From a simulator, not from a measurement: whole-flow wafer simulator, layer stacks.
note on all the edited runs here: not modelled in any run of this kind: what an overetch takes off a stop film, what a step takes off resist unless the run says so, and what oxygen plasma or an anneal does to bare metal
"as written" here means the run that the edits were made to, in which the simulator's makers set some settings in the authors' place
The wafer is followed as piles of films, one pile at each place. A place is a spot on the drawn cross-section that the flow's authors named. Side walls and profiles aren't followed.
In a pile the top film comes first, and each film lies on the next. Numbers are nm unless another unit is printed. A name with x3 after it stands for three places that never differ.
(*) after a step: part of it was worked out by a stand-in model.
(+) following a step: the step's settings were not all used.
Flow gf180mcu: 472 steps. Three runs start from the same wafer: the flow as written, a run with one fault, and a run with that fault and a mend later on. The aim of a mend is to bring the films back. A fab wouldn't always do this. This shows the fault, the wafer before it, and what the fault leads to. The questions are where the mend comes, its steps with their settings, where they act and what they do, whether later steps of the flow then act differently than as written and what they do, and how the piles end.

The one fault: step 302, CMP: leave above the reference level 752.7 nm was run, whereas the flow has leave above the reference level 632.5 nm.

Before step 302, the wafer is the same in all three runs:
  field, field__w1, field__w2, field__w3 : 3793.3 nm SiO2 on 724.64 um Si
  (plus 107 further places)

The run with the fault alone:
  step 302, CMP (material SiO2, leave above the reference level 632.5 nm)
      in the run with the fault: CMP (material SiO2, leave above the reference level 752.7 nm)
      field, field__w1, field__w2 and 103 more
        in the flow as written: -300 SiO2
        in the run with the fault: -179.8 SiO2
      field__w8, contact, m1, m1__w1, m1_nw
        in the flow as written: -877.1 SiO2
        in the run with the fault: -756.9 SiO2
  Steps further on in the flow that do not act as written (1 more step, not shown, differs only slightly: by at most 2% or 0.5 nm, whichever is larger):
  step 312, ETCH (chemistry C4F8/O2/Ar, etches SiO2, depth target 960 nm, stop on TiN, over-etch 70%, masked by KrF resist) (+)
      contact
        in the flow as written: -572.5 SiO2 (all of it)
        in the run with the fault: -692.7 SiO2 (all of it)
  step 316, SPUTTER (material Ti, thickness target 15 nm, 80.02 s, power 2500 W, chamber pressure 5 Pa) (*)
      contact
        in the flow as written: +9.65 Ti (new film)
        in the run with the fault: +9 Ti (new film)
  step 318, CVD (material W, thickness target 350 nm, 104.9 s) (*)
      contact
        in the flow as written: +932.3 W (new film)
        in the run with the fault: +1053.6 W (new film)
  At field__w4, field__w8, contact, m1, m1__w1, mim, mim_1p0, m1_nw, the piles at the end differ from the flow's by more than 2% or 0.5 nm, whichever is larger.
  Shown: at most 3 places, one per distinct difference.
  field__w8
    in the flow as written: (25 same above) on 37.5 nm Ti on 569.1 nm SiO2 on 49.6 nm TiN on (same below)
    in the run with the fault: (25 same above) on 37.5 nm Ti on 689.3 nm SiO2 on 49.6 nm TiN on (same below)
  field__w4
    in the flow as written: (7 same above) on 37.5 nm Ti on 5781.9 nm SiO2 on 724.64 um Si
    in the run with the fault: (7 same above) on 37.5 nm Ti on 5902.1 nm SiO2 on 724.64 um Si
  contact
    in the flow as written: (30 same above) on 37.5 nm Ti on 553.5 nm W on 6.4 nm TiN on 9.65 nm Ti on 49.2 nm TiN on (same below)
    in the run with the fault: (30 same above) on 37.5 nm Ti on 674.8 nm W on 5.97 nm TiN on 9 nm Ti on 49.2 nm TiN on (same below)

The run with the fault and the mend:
  After step 302 comes the mend.
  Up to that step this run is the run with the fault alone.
  step 302a, CMP (material SiO2, leave above the reference level 632.5 nm) (the flow's step 302 again)
      field, field__w1, field__w2 and 108 more
        -120.2 SiO2
  Later steps of the flow that are run all act as written at every place that is followed.
  The piles end the same as the flow's at every place that both follow.
